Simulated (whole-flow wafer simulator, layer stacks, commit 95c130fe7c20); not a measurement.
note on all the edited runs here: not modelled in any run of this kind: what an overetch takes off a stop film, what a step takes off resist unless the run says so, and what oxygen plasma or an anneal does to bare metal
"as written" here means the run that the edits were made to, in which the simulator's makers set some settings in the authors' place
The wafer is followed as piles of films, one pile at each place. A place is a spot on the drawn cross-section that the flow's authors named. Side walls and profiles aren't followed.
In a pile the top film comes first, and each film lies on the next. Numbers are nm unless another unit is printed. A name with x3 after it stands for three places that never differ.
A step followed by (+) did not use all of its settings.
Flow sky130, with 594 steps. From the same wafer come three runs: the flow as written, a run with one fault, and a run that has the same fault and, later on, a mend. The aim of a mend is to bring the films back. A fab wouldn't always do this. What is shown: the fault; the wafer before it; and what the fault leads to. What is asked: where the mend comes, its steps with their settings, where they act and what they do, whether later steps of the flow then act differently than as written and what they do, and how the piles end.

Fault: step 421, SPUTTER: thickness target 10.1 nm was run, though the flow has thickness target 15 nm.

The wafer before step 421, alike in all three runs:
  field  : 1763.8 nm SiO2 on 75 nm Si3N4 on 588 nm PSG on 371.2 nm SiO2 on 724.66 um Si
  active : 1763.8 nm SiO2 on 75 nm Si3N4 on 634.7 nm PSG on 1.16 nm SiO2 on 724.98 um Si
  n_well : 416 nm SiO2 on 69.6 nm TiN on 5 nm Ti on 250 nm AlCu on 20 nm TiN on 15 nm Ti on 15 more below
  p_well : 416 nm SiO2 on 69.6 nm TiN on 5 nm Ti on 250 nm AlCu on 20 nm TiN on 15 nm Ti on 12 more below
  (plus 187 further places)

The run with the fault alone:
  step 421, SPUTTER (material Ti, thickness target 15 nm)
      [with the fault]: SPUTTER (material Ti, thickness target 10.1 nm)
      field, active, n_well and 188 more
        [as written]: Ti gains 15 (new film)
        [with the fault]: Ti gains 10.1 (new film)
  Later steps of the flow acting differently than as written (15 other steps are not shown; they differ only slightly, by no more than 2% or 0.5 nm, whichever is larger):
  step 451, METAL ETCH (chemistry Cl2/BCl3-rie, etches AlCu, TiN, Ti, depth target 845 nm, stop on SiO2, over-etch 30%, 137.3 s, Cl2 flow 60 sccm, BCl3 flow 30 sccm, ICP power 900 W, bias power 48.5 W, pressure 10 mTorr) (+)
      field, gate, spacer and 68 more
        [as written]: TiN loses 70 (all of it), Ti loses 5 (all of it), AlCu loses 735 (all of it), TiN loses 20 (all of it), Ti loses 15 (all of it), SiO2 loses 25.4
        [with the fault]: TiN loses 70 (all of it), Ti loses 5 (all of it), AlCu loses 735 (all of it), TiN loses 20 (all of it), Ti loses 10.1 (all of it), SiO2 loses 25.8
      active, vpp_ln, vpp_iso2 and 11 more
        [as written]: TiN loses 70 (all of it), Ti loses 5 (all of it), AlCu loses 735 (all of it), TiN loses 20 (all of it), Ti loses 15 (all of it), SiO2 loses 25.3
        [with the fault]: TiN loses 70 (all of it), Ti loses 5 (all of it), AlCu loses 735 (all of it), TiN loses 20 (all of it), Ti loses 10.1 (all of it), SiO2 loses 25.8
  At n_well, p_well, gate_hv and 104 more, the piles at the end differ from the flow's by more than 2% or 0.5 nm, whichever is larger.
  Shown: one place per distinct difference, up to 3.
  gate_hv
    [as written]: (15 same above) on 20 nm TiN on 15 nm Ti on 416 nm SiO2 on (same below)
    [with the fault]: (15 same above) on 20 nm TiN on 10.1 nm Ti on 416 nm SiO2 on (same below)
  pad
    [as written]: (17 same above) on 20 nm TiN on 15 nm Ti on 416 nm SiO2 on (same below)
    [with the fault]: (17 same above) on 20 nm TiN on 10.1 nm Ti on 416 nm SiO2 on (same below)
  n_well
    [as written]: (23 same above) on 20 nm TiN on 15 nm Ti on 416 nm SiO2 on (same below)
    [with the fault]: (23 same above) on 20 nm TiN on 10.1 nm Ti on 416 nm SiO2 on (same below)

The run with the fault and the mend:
  The mend follows step 421.
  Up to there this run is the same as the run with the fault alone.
  step 421a, SPUTTER (material Ti, thickness target 4.9 nm) (the flow's step 421 again, with other settings)
      field, active, n_well and 188 more
        Ti gains 4.9
  Every later step of the flow that is run acts as written at every place that is followed.
  At every place that both follow, the piles at the end match the flow's.
